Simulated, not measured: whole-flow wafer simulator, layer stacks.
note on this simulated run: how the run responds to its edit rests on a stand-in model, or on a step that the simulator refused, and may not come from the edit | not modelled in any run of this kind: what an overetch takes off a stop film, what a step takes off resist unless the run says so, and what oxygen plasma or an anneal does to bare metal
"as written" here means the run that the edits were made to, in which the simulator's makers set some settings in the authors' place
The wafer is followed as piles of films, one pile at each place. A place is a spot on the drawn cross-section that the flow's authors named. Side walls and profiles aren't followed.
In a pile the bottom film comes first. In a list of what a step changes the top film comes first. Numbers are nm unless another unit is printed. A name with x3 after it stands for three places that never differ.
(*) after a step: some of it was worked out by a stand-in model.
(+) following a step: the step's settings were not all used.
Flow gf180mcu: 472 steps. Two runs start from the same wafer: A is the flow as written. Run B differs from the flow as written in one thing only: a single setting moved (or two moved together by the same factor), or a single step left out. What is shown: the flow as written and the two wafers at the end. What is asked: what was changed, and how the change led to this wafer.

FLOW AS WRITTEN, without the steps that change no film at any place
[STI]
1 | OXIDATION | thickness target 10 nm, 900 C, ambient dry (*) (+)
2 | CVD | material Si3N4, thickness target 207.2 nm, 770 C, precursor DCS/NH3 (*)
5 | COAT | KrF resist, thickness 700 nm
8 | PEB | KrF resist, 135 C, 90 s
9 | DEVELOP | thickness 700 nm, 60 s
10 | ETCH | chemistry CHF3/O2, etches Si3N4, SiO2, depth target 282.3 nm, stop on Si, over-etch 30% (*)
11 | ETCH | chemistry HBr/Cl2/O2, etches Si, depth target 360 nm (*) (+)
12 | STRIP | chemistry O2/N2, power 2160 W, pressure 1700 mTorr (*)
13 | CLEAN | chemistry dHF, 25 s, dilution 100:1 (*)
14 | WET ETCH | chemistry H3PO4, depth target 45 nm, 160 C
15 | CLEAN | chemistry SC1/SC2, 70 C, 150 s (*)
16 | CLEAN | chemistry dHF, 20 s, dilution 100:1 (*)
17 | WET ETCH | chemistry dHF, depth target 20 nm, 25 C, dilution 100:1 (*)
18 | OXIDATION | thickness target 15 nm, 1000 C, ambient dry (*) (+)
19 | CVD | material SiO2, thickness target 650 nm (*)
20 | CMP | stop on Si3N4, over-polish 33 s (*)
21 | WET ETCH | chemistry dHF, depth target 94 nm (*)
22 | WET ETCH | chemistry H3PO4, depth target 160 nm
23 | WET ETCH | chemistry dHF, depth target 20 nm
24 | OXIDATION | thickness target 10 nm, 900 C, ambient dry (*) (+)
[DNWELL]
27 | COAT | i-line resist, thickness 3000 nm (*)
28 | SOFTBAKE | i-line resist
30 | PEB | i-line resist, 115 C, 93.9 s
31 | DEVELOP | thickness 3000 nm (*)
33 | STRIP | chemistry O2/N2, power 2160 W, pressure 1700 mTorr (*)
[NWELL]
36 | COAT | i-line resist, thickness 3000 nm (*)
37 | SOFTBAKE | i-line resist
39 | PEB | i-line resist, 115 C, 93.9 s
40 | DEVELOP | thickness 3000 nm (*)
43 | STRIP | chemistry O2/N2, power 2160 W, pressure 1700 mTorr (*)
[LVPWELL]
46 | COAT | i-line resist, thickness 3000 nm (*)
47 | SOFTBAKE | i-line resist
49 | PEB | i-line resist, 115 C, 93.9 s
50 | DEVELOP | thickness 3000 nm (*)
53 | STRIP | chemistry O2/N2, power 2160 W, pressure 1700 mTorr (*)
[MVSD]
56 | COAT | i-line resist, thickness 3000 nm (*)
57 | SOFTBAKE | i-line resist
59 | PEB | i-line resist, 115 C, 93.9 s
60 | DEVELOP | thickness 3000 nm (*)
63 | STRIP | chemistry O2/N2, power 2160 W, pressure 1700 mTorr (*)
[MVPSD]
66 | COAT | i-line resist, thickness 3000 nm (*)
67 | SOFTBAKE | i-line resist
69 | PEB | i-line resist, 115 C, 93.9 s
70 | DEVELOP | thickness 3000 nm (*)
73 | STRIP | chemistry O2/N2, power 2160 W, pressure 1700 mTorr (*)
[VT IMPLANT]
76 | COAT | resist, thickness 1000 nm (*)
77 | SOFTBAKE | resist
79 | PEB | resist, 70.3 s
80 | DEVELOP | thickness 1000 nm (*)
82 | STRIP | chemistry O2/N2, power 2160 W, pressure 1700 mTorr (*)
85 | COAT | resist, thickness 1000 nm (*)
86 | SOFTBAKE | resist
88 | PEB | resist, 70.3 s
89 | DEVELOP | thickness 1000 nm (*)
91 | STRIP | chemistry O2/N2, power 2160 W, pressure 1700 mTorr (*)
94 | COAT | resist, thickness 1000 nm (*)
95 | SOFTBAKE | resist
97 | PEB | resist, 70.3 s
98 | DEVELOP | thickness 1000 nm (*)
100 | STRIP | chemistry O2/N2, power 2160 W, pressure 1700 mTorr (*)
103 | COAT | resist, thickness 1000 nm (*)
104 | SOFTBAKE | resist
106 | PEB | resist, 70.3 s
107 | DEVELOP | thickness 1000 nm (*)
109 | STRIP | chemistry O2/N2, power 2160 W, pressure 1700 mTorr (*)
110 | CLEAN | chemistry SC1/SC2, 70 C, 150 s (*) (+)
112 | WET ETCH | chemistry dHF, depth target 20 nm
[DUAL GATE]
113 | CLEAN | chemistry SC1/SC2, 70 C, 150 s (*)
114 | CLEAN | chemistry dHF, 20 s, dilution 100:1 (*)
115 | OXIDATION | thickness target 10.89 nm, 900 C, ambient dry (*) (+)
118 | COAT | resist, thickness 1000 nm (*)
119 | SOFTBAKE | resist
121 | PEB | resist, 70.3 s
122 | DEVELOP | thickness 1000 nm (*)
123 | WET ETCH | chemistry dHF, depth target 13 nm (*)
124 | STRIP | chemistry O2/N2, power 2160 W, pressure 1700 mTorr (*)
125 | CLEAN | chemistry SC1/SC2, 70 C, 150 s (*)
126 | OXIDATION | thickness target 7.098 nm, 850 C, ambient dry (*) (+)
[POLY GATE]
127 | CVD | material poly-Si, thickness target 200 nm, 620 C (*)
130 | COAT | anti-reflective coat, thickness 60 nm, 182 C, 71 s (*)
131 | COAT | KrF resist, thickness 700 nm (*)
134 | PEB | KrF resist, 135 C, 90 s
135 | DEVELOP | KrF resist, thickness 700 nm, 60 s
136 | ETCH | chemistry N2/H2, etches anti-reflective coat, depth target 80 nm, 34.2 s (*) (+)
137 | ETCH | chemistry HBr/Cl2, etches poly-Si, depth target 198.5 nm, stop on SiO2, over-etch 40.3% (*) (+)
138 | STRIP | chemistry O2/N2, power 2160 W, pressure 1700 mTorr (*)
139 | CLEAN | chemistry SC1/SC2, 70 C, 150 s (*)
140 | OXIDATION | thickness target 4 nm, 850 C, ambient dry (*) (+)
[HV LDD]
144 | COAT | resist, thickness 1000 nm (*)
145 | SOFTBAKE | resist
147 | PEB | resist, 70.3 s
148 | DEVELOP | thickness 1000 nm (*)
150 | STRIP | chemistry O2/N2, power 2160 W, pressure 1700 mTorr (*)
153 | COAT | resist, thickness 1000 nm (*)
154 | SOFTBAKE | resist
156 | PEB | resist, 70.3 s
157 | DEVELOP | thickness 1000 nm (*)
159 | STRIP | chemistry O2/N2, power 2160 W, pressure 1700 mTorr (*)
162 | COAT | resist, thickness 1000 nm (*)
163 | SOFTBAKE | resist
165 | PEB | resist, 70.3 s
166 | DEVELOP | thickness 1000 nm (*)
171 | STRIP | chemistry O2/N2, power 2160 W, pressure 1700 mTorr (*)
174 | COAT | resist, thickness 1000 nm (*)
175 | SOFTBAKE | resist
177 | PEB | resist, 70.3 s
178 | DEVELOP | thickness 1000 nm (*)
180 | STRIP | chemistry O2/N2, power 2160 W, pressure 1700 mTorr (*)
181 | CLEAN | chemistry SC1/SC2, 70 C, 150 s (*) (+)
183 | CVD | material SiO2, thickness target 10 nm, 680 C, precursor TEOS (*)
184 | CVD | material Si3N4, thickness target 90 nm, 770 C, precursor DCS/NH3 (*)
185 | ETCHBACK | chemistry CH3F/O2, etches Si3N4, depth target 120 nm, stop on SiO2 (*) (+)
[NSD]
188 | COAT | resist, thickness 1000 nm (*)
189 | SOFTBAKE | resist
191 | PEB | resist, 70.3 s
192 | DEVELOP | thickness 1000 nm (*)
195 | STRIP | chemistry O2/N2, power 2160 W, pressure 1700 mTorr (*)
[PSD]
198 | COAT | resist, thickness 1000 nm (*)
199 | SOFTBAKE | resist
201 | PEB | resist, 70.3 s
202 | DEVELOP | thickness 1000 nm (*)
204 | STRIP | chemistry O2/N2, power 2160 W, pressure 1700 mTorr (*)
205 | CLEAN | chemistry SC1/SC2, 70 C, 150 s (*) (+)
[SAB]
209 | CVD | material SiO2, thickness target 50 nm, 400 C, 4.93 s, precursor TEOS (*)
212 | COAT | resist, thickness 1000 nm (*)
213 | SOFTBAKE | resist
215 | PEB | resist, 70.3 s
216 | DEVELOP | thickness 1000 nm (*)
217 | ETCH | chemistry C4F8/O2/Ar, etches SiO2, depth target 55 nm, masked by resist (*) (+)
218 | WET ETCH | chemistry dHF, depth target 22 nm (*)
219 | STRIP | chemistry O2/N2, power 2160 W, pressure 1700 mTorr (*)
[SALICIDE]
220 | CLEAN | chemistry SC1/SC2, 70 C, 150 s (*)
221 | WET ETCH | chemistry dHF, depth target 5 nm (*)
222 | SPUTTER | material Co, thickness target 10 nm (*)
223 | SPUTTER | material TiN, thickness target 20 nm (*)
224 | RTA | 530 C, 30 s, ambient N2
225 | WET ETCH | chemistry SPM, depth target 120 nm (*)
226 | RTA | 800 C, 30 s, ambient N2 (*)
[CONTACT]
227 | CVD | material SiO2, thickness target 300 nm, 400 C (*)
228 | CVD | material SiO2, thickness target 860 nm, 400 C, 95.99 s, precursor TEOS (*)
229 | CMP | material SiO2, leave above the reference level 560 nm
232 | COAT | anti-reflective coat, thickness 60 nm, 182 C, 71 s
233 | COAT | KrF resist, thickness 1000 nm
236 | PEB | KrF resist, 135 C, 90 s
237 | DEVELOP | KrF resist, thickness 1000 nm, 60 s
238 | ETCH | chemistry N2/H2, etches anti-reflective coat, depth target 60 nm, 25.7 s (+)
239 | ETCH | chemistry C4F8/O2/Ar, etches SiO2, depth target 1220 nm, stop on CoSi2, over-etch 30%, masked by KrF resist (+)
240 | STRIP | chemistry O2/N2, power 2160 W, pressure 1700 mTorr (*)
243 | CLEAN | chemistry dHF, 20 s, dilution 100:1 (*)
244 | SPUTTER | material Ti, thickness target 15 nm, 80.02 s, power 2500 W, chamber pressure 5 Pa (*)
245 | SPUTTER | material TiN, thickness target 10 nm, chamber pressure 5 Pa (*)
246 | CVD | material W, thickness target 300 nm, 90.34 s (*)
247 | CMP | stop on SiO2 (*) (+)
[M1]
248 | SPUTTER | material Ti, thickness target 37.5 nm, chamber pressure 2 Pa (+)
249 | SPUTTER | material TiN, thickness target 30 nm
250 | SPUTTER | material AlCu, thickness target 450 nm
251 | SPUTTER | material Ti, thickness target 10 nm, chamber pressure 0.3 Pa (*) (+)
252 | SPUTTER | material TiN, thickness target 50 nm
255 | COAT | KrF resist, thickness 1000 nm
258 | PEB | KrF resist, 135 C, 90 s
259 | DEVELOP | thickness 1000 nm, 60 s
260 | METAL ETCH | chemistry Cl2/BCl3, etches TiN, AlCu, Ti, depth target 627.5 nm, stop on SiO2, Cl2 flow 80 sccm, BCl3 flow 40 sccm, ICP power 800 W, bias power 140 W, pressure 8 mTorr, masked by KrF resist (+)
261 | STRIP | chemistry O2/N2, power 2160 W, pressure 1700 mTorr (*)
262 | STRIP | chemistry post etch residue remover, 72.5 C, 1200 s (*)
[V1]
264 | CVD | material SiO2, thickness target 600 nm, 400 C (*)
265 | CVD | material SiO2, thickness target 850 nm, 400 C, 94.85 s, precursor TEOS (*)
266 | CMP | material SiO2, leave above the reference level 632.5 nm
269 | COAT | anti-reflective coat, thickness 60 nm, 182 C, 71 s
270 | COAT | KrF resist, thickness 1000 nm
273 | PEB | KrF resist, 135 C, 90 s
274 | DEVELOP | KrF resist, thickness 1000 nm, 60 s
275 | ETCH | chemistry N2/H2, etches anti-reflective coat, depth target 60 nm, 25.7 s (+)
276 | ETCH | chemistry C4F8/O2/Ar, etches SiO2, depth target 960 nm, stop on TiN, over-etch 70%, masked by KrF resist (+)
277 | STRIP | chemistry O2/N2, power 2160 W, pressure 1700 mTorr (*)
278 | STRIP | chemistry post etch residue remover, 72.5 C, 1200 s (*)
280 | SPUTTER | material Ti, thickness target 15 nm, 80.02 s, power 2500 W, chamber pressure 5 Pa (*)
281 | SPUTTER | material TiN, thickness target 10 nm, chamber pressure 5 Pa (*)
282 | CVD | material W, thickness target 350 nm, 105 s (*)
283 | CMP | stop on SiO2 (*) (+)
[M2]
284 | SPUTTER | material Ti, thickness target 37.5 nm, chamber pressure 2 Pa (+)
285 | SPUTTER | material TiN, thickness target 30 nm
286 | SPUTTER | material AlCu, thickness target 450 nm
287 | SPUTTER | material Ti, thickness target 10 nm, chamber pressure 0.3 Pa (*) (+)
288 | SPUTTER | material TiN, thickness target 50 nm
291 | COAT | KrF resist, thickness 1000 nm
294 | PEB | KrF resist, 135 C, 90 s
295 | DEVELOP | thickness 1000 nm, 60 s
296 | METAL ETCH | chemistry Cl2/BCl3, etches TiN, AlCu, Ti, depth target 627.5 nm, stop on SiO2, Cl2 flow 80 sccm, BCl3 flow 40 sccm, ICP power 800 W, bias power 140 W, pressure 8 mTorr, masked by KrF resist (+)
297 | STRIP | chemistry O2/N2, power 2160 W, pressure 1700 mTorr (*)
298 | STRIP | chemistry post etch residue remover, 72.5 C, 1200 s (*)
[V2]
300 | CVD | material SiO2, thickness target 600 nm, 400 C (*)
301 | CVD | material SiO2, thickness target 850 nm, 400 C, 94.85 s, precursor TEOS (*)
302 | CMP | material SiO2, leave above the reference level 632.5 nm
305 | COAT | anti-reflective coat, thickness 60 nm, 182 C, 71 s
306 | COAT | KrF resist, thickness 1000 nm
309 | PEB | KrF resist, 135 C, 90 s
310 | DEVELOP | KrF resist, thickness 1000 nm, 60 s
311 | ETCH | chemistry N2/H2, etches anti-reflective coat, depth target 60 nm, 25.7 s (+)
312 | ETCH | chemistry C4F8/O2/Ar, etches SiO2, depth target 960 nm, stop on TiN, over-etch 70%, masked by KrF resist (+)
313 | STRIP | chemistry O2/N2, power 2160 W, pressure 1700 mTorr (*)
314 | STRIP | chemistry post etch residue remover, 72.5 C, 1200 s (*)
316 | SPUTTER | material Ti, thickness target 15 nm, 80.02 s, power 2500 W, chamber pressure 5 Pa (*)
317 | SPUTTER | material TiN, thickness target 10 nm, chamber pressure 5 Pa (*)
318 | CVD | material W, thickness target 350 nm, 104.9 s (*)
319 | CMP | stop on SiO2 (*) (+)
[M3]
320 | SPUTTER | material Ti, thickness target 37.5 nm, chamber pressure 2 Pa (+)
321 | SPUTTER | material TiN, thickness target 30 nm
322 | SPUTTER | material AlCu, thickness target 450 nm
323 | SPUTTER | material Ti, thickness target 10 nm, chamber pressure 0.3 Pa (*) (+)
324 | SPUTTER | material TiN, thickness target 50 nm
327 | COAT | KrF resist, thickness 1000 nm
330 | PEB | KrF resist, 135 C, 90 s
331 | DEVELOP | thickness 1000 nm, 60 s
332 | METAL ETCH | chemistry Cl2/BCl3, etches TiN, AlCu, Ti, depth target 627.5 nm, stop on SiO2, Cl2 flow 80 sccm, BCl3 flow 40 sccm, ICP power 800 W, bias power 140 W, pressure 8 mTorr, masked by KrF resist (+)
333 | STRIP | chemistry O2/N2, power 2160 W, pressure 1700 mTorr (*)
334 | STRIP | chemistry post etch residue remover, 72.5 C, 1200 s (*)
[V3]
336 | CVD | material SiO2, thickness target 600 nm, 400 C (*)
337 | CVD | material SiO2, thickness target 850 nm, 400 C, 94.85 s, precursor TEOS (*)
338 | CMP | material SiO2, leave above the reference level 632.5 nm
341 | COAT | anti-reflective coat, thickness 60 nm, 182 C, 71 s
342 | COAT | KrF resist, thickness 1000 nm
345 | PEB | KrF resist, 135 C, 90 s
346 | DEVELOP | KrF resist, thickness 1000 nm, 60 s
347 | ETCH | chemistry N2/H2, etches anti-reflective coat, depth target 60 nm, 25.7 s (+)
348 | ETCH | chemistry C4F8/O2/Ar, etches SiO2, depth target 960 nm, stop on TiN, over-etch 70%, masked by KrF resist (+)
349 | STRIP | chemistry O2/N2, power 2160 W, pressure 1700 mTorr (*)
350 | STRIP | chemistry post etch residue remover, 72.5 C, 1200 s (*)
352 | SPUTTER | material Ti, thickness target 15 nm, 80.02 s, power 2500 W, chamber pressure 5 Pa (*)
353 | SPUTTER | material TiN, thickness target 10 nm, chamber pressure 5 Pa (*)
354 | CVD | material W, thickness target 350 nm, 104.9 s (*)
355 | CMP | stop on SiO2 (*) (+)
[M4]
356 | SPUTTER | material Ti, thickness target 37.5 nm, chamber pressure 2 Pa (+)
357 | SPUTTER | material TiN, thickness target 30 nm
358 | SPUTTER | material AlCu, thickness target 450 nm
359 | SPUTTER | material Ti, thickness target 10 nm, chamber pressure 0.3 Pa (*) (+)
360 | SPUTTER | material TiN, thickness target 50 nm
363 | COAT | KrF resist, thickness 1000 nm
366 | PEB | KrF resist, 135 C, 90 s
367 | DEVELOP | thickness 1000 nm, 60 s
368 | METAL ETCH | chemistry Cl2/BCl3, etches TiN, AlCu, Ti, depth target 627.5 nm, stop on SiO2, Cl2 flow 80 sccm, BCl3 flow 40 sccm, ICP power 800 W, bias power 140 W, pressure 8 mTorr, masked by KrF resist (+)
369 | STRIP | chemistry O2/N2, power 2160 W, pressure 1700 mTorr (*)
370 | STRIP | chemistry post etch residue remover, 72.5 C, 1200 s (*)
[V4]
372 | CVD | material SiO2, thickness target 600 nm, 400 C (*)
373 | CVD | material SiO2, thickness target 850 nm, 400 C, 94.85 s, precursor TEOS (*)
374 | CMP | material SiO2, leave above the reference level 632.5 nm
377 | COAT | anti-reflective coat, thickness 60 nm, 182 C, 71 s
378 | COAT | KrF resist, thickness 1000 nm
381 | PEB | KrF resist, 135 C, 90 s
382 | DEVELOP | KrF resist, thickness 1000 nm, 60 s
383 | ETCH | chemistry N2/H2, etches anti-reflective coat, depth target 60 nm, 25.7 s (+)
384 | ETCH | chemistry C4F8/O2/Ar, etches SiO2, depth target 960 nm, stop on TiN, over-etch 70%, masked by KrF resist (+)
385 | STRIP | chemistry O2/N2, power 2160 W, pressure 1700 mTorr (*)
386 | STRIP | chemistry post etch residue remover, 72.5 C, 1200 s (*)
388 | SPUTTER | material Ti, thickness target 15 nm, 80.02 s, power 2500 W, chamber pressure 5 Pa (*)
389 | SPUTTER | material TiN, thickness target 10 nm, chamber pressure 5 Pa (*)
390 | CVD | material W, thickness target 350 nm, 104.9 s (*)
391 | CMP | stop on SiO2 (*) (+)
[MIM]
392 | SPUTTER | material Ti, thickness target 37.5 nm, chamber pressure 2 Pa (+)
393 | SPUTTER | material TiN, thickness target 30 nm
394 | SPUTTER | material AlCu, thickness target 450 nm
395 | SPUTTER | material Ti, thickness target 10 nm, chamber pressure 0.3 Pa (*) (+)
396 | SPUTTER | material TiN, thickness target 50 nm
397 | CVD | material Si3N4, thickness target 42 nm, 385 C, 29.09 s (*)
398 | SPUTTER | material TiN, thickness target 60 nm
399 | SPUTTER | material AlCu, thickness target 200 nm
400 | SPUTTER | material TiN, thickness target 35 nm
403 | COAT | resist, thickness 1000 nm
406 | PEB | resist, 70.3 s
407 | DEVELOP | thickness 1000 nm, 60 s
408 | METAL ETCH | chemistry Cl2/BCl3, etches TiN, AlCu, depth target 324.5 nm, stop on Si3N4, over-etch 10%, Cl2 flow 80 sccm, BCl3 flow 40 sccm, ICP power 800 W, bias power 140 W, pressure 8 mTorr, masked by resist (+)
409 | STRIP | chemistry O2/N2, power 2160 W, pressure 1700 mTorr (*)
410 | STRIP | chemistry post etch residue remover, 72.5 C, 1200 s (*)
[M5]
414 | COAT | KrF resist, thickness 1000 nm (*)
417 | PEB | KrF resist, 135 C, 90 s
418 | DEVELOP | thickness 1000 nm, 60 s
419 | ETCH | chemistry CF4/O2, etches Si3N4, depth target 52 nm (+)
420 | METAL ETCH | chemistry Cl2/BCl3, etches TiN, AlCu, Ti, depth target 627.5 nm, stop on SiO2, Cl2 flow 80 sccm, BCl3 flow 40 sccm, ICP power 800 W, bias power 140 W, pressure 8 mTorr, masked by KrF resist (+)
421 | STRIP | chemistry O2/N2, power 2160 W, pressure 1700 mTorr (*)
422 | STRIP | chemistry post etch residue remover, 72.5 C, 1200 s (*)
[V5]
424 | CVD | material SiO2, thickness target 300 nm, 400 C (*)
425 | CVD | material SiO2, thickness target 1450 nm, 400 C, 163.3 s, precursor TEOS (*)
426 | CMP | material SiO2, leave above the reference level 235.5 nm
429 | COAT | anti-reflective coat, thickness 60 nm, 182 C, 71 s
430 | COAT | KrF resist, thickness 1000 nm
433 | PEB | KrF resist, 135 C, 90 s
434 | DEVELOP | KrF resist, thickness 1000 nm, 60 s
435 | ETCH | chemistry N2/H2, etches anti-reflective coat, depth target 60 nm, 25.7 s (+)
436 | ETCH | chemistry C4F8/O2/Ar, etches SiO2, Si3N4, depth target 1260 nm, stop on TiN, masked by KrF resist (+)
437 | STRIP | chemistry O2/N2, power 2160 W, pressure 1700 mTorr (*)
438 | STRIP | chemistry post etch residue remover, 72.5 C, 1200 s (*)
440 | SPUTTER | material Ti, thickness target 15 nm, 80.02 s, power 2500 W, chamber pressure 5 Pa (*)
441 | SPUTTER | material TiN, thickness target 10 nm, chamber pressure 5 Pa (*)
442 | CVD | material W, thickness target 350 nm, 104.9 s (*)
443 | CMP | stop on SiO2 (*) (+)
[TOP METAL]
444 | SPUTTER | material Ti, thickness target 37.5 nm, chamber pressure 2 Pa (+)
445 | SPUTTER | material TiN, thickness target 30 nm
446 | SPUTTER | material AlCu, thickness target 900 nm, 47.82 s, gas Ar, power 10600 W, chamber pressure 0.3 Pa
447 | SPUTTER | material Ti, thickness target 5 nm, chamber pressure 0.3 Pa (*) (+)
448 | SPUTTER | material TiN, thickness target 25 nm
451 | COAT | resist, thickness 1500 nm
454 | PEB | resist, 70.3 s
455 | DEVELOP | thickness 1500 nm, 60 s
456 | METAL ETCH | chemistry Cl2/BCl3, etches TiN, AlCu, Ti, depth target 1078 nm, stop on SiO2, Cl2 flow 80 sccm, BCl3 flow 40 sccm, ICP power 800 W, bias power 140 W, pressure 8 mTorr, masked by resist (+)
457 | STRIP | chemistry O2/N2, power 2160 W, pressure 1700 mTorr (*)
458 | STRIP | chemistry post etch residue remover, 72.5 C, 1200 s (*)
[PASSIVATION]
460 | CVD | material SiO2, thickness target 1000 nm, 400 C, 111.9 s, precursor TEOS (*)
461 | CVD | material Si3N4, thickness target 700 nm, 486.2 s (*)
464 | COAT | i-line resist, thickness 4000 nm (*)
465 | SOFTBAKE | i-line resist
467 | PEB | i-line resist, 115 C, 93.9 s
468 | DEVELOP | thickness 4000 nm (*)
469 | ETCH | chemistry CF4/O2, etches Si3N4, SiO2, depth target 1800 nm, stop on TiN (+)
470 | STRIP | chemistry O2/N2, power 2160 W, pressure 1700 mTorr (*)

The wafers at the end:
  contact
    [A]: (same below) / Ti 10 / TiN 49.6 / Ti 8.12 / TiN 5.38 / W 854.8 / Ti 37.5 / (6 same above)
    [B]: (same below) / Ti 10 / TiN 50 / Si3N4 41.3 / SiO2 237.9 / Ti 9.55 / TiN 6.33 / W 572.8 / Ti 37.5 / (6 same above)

What caused this: step 436, ETCH: depth target 592 nm was run, though the flow has depth target 1260 nm.

The path from the change to this, step by step:
  436 | ETCH | chemistry C4F8/O2/Ar, etches SiO2, Si3N4, depth target 1260 nm, stop on TiN, masked by KrF resist (+)
      contact: A SiO2 loses 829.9 (all of it), Si3N4 loses 41.3 (all of it) | B SiO2 loses 592
      field, field__w1, field__w2 and 108 more: A KrF resist loses 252 | B KrF resist loses 118.4
  437 | STRIP | chemistry O2/N2, power 2160 W, pressure 1700 mTorr (*)
      field, field__w1, field__w2 and 108 more: A KrF resist loses 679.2 (all of it), anti-reflective coat loses 60 (all of it) | B KrF resist loses 812.8 (all of it), anti-reflective coat loses 60 (all of it)
  440 | SPUTTER | material Ti, thickness target 15 nm, 80.02 s, power 2500 W, chamber pressure 5 Pa (*)
      contact: A Ti gains 8.12 (new film) | B Ti gains 9.55 (new film)
  441 | SPUTTER | material TiN, thickness target 10 nm, chamber pressure 5 Pa (*)
      contact: A TiN gains 5.38 (new film) | B TiN gains 6.33 (new film)
  442 | CVD | material W, thickness target 350 nm, 104.9 s (*)
      contact: A W gains 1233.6 (new film) | B W gains 951.6 (new film)
If metal films that touch count as one body, contact has 2 bodies (between them, from the top down: SiO2 237.9 / Si3N4 41.3); the flow as written gives 1 body.
